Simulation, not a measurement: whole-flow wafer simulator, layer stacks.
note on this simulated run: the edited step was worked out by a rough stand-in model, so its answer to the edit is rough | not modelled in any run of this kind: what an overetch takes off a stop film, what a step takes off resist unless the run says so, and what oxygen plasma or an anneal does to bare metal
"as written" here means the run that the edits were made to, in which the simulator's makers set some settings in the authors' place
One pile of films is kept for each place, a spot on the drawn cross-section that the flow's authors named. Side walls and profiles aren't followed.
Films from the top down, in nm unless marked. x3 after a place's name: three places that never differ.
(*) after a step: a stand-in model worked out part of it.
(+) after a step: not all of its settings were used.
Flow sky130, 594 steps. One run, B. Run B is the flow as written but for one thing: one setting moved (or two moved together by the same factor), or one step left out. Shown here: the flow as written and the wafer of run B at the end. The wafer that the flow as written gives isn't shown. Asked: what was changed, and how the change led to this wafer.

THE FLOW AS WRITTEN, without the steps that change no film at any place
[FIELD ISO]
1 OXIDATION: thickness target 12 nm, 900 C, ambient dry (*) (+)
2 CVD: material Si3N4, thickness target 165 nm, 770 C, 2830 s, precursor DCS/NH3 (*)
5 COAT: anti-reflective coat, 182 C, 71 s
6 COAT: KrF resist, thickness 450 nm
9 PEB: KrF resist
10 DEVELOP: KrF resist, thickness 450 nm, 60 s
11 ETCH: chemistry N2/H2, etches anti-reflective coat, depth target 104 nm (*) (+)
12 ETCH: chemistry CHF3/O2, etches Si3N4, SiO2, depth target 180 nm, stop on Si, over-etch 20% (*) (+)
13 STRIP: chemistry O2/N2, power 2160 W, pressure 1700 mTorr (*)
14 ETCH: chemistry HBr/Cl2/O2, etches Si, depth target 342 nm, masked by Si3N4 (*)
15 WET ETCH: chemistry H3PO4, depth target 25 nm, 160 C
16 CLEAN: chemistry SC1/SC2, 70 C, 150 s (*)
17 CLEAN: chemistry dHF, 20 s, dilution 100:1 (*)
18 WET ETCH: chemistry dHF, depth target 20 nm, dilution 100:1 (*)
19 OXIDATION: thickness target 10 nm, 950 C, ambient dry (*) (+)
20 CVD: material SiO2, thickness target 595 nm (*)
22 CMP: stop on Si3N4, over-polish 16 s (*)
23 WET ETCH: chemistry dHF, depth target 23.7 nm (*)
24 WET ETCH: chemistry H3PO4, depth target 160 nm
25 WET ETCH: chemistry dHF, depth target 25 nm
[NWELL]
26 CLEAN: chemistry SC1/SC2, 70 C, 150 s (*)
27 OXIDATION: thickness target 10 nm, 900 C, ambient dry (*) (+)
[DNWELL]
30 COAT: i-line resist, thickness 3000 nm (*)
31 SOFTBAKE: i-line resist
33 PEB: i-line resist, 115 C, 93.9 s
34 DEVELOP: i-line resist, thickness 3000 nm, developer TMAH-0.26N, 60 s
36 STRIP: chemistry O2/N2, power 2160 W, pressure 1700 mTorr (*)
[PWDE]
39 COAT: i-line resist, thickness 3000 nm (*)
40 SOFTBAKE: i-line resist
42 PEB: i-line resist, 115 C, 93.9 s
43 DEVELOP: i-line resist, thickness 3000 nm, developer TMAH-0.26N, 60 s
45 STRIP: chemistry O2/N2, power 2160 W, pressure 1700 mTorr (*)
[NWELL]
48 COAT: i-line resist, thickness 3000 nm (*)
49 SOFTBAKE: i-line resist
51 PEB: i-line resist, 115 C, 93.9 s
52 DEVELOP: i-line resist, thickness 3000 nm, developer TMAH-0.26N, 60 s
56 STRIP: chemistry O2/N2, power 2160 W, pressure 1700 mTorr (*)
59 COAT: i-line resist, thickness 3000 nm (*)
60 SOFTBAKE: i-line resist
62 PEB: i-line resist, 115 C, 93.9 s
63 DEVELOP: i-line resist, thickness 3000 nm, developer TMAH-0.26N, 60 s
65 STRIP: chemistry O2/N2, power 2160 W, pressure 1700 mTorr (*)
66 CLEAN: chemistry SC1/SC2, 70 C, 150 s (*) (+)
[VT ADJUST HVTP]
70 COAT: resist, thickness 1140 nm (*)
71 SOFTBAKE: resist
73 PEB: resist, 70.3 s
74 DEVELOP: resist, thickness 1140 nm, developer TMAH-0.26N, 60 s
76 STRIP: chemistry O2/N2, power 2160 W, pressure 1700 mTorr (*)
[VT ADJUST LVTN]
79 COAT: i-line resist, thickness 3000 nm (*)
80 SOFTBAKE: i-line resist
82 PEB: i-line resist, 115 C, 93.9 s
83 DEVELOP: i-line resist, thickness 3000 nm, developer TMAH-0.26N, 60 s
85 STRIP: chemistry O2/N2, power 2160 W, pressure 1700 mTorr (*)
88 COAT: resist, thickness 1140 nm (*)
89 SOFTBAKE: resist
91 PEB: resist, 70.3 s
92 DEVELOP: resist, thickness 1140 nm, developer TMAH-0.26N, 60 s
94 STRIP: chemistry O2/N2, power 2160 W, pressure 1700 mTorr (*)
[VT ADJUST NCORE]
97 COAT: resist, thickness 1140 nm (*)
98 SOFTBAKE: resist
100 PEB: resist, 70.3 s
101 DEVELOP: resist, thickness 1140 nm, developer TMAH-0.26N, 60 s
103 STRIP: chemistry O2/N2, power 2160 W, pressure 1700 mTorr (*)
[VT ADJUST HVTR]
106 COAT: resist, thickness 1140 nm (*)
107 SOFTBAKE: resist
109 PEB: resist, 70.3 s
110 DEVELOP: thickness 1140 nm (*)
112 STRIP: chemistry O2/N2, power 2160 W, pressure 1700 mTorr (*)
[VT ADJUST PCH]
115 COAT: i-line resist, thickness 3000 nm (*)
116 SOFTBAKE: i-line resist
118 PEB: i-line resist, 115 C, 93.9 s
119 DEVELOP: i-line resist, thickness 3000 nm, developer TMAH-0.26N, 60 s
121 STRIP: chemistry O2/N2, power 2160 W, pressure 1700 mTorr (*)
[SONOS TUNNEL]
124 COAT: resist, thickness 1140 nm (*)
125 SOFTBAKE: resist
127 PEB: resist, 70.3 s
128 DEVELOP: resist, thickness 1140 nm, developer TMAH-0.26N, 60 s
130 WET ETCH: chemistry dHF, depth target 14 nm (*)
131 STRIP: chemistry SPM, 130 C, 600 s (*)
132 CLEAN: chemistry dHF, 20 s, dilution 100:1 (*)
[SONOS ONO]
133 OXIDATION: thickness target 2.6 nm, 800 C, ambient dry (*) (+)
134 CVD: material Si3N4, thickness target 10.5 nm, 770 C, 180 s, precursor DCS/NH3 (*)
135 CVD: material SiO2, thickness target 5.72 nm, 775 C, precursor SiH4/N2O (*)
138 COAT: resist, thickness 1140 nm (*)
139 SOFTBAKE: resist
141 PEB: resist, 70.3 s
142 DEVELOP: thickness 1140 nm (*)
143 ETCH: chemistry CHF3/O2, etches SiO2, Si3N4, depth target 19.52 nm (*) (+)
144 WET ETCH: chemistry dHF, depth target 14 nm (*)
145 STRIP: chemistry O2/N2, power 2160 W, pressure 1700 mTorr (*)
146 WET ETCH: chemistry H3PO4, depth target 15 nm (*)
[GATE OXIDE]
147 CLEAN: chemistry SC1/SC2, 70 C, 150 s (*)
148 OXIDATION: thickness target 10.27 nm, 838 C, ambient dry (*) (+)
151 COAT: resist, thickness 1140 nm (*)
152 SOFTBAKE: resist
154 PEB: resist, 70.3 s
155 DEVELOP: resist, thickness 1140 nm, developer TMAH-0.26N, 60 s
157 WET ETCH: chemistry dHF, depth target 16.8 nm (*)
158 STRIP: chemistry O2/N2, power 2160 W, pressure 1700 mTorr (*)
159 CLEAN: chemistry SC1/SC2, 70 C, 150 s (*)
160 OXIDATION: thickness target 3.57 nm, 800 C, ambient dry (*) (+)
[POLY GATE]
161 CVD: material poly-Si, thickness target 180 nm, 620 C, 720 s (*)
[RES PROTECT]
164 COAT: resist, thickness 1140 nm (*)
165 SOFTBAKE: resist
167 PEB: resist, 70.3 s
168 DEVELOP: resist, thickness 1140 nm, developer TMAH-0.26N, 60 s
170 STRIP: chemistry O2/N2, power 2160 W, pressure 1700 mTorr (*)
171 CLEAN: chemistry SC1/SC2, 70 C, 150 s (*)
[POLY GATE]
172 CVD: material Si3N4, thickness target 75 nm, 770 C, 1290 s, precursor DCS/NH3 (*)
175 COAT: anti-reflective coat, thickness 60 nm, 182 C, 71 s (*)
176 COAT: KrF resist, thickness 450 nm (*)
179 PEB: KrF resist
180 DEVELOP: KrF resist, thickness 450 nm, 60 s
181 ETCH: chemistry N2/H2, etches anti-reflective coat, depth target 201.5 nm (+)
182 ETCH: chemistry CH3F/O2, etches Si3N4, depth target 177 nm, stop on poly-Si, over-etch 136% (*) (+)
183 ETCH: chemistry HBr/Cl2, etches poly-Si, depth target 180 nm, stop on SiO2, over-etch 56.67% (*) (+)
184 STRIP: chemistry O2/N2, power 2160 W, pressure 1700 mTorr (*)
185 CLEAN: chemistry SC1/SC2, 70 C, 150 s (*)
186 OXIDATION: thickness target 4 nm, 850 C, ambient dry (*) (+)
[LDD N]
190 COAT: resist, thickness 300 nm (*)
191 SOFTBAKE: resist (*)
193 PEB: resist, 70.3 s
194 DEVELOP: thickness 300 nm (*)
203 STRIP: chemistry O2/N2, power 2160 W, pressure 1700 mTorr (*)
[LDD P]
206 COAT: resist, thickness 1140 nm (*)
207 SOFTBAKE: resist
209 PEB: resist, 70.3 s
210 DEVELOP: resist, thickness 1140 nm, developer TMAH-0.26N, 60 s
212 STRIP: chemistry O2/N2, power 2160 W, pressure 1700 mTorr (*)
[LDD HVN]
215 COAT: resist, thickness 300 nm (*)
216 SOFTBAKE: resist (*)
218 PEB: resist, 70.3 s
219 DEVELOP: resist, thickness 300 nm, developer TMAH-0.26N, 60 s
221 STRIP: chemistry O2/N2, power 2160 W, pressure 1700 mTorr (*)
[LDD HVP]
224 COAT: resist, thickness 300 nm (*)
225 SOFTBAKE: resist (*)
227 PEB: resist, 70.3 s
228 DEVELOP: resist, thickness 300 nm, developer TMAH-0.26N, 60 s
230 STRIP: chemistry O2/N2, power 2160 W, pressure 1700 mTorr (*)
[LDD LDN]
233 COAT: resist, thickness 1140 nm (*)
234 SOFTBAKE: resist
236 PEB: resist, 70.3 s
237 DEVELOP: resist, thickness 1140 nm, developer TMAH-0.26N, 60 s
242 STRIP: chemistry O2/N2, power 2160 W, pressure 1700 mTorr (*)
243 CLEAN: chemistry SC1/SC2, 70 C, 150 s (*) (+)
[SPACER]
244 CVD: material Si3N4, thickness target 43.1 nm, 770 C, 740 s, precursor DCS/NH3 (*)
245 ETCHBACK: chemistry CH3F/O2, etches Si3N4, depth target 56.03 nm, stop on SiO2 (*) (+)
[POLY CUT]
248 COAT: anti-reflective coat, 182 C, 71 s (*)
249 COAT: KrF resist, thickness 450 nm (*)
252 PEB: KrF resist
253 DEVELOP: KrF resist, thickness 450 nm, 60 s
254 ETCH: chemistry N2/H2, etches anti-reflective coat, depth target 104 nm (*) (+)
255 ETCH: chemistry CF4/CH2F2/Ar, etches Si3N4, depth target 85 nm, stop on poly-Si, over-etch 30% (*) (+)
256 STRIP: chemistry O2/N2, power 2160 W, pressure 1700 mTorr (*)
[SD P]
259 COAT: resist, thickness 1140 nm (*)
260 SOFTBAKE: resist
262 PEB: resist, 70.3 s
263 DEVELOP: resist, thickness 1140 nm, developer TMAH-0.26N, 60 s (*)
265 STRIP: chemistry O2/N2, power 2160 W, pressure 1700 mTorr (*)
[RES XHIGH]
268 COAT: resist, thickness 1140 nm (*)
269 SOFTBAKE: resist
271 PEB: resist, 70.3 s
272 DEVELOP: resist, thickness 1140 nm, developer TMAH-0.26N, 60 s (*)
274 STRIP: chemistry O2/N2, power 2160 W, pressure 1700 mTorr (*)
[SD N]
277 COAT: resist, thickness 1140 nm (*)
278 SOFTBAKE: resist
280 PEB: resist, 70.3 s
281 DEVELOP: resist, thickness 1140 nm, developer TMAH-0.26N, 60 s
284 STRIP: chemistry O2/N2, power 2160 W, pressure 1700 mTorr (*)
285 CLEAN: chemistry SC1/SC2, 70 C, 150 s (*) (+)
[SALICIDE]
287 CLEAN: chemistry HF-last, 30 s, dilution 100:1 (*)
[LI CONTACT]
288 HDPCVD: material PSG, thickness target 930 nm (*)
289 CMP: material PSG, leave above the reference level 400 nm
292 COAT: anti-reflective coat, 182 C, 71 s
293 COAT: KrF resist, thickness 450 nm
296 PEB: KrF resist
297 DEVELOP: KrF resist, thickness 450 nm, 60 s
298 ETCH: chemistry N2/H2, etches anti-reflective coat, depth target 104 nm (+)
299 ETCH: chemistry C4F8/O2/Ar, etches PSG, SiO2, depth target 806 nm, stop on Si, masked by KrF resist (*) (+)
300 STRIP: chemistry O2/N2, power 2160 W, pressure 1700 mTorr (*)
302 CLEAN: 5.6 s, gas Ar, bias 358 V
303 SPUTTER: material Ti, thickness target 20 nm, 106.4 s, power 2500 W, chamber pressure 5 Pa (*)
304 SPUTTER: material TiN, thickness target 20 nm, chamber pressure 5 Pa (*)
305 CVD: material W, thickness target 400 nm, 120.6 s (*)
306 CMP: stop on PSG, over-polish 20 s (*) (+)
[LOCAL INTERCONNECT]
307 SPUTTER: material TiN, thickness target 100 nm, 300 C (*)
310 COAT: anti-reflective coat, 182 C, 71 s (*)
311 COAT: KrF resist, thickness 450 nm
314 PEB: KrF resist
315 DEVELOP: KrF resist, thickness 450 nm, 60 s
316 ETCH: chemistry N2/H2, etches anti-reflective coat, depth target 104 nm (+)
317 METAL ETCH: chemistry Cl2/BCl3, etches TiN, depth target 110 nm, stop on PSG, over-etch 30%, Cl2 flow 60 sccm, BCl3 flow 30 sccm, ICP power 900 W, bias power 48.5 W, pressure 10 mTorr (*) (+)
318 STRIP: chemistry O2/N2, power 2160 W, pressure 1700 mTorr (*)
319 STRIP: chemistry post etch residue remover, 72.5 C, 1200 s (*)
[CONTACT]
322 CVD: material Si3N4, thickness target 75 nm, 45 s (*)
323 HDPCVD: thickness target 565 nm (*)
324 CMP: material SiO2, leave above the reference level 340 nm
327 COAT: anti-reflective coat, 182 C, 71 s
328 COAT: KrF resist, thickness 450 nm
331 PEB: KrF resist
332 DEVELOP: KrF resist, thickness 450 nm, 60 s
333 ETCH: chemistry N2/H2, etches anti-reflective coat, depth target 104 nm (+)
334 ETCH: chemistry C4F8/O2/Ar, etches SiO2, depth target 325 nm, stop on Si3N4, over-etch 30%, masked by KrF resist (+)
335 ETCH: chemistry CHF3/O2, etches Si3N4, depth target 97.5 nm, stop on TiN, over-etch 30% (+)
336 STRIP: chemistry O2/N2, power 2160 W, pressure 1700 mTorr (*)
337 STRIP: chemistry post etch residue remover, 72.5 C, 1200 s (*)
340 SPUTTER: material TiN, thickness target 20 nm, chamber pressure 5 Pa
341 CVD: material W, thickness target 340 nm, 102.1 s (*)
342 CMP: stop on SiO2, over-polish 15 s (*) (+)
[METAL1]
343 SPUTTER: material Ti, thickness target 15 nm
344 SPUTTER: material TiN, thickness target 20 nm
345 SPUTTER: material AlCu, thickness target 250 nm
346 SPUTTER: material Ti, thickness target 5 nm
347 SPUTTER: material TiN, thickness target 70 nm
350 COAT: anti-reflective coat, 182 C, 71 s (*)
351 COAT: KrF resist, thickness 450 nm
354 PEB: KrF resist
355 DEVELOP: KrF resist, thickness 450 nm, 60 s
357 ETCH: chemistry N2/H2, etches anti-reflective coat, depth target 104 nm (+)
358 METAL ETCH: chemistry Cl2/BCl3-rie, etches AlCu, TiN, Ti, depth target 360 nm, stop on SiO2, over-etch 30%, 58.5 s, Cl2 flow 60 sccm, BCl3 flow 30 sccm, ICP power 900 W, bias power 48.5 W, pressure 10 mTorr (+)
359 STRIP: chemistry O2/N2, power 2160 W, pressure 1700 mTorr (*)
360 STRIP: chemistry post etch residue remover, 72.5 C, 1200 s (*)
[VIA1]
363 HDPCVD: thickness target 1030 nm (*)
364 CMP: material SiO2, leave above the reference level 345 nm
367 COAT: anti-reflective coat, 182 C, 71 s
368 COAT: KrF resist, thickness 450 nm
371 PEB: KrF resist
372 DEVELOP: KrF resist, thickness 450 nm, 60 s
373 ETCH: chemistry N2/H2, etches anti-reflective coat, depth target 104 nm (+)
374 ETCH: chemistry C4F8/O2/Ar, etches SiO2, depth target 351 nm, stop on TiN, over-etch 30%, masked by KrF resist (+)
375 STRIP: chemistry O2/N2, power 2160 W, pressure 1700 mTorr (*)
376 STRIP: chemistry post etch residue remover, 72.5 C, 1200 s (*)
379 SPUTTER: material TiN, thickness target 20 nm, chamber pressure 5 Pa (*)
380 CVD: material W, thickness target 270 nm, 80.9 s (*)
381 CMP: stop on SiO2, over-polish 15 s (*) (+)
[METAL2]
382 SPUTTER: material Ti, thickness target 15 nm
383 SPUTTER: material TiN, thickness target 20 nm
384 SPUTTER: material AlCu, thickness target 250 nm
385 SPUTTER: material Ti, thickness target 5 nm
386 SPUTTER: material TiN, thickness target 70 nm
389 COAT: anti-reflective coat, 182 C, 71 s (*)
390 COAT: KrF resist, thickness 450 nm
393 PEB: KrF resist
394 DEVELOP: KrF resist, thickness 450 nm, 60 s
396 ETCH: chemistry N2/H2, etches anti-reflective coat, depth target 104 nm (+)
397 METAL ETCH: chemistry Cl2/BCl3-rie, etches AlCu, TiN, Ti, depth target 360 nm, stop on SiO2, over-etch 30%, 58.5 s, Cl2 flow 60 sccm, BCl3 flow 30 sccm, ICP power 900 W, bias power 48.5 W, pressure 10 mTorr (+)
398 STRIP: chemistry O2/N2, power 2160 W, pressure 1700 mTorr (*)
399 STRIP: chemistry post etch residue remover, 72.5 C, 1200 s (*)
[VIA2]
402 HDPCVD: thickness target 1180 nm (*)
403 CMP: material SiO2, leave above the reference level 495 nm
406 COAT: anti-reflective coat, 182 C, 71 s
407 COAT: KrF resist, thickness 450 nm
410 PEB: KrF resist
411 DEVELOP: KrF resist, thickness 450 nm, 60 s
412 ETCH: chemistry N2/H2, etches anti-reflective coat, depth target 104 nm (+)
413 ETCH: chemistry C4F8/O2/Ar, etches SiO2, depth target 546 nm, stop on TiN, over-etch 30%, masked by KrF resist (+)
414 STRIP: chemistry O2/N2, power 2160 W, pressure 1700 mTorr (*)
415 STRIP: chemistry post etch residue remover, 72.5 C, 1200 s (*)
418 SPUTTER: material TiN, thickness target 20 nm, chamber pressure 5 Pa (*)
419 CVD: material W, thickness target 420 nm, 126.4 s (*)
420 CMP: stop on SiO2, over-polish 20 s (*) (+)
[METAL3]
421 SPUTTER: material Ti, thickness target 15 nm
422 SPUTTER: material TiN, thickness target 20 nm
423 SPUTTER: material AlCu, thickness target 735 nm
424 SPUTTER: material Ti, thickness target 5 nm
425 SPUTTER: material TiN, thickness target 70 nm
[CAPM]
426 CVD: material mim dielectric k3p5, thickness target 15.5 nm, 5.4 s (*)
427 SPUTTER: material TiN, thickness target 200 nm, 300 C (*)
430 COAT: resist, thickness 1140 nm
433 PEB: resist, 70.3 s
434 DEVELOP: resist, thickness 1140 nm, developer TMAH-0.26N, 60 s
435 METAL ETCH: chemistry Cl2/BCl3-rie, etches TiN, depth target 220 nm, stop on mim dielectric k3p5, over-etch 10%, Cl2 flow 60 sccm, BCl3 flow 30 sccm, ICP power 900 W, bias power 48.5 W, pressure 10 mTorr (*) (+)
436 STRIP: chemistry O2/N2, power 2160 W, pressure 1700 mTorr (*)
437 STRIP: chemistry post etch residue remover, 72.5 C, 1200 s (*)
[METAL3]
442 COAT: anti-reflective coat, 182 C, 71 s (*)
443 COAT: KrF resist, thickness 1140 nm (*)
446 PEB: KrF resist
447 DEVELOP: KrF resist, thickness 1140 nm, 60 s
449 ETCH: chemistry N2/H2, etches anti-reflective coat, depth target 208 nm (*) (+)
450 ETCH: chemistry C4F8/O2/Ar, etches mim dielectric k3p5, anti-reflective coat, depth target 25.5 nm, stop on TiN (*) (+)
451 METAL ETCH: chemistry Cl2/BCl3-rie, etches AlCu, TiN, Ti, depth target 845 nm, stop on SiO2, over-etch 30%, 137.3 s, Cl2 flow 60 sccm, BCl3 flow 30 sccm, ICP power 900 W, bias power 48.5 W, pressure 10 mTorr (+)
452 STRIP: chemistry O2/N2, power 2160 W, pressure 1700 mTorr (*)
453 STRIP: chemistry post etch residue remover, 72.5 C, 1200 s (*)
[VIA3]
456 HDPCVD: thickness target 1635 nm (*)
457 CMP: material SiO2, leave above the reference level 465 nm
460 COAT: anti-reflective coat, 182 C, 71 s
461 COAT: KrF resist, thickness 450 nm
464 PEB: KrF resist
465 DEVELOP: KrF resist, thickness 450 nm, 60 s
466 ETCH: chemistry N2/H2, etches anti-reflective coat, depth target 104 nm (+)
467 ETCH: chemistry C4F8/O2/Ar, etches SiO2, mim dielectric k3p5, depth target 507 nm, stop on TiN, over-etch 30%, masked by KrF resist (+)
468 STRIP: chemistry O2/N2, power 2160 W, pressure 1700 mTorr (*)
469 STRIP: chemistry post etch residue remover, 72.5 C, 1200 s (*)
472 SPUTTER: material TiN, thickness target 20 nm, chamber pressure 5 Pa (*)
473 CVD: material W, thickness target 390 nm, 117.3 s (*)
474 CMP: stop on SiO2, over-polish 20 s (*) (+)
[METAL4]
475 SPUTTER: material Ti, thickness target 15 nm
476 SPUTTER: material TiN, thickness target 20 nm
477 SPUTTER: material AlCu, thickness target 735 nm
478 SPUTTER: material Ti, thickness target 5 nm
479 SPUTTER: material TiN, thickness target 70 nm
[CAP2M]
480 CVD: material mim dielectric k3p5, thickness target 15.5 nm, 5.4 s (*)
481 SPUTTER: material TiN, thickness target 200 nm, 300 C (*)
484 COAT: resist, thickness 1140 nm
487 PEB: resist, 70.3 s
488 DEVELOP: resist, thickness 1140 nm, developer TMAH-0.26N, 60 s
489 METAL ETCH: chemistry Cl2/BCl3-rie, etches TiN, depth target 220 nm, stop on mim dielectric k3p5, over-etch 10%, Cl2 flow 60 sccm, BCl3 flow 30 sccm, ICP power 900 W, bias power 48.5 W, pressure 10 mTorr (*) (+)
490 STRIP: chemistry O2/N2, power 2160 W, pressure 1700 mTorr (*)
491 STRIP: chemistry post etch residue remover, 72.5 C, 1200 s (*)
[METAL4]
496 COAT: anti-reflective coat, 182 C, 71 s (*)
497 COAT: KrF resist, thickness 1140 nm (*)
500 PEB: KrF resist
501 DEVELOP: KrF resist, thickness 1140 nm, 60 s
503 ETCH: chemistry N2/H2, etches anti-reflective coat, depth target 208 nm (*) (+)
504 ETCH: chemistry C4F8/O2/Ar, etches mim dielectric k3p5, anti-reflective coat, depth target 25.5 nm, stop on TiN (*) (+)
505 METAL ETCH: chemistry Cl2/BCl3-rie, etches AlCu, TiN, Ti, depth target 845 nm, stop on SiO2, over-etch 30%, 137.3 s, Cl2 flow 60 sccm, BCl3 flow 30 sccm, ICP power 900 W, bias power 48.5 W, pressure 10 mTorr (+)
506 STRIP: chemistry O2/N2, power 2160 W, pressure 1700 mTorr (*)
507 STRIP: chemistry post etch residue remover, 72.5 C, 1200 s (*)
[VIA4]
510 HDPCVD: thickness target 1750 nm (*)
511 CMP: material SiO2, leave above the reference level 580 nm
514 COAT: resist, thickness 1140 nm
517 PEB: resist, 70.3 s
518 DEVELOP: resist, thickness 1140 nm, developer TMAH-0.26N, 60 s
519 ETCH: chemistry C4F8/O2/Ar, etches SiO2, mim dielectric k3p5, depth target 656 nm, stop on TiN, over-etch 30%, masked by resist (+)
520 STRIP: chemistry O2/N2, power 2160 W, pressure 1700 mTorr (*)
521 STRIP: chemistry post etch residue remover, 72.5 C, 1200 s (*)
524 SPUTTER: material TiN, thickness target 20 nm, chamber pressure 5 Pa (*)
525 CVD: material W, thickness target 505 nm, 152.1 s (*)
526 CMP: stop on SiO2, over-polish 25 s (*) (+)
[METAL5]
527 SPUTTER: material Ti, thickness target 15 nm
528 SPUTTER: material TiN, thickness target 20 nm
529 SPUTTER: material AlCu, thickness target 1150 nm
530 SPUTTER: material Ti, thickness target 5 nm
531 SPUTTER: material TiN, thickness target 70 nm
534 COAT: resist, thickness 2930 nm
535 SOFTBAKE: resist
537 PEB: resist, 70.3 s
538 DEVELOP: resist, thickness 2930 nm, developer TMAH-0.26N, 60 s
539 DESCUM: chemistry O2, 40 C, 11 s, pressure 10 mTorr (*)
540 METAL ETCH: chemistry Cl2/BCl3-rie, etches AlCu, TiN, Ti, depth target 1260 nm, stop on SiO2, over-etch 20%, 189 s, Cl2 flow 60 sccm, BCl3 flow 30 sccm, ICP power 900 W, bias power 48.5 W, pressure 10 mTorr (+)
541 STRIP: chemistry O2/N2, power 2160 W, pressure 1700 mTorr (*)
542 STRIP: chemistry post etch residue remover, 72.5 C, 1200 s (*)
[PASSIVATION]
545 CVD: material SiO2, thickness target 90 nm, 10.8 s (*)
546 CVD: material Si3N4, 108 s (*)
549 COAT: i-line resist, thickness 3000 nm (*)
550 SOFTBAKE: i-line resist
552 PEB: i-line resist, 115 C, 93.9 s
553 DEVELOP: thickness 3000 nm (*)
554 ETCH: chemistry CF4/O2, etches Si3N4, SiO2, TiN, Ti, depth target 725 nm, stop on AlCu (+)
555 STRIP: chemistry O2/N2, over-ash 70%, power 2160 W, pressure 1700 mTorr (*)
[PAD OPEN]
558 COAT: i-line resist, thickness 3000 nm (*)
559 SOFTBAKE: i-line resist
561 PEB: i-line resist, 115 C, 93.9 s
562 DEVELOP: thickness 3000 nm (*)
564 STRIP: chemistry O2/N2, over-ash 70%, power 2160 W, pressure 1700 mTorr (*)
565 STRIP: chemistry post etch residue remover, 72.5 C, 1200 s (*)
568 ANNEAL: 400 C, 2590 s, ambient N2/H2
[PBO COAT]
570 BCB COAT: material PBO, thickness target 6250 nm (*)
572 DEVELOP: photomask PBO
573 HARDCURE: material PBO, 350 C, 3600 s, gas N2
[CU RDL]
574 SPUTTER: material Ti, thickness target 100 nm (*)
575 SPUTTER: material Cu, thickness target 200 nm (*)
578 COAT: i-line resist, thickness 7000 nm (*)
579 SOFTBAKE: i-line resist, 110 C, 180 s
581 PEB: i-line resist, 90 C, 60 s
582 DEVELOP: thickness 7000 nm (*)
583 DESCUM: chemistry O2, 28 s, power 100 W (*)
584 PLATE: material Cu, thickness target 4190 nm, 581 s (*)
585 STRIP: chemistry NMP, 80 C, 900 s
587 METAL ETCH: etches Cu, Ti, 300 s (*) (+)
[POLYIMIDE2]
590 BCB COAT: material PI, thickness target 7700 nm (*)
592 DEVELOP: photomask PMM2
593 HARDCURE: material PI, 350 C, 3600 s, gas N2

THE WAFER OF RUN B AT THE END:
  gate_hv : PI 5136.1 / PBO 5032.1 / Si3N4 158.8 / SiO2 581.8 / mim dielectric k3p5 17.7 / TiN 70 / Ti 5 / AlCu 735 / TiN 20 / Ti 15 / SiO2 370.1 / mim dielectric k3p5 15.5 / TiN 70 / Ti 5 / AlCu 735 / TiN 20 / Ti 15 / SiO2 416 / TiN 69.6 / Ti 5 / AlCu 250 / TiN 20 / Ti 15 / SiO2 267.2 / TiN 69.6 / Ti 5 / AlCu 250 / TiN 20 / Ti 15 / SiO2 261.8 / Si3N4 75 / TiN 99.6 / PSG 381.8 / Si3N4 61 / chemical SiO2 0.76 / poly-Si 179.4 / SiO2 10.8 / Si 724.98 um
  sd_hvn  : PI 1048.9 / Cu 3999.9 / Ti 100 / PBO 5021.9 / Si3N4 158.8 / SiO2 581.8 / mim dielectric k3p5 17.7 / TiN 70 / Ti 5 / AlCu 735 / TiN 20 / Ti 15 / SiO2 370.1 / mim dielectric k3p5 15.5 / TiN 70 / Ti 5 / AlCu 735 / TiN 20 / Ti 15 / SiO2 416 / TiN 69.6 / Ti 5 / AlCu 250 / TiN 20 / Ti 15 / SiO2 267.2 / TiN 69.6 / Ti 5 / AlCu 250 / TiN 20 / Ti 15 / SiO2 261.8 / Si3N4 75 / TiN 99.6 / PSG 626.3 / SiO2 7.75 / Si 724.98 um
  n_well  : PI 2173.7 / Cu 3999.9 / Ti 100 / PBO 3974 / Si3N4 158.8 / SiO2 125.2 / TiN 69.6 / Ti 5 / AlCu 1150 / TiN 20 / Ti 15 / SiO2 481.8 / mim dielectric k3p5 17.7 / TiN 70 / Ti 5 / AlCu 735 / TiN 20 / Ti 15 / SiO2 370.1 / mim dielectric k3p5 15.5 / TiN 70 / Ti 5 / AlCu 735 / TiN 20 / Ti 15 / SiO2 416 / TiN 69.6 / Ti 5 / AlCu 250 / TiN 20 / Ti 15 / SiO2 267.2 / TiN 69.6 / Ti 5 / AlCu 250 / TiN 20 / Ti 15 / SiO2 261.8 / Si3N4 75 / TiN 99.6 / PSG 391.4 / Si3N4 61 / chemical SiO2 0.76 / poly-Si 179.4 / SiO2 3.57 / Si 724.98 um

The cause: step 480, CVD: thickness target 17.7 nm was run, where the flow has thickness target 15.5 nm; step 480, CVD: 6.16 s was run, where the flow has 5.4 s.
It can be read off the wafer: gate_hv has mim dielectric k3p5 17.7, and step 480 as written asks for 15.5 nm.

How the change led to this, step by step:
  480 CVD: material mim dielectric k3p5, thickness target 15.5 nm, 5.4 s (*)
      field, active, n_well and 189 more: mim dielectric k3p5 +17.7 (new film) (as written it would be: mim dielectric k3p5 +15.5 (new film))
  504 ETCH: chemistry C4F8/O2/Ar, etches mim dielectric k3p5, anti-reflective coat, depth target 25.5 nm, stop on TiN (*) (+)
      n_well, p_well, gate_hv and 102 more: KrF resist -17 (as written it would be: KrF resist -15.5)
      field, active, gate and 85 more: mim dielectric k3p5 -17.7 (all of it) (as written it would be: mim dielectric k3p5 -15.5 (all of it))
  519 ETCH: chemistry C4F8/O2/Ar, etches SiO2, mim dielectric k3p5, depth target 656 nm, stop on TiN, over-etch 30%, masked by resist (+)
      m1: SiO2 -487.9 (all of it), mim dielectric k3p5 -17.7 (all of it) (as written it would be: SiO2 -490.1 (all of it), mim dielectric k3p5 -15.5 (all of it))
      via4_hole: SiO2 -487.3 (all of it), mim dielectric k3p5 -17.7 (all of it) (as written it would be: SiO2 -489.5 (all of it), mim dielectric k3p5 -15.5 (all of it))
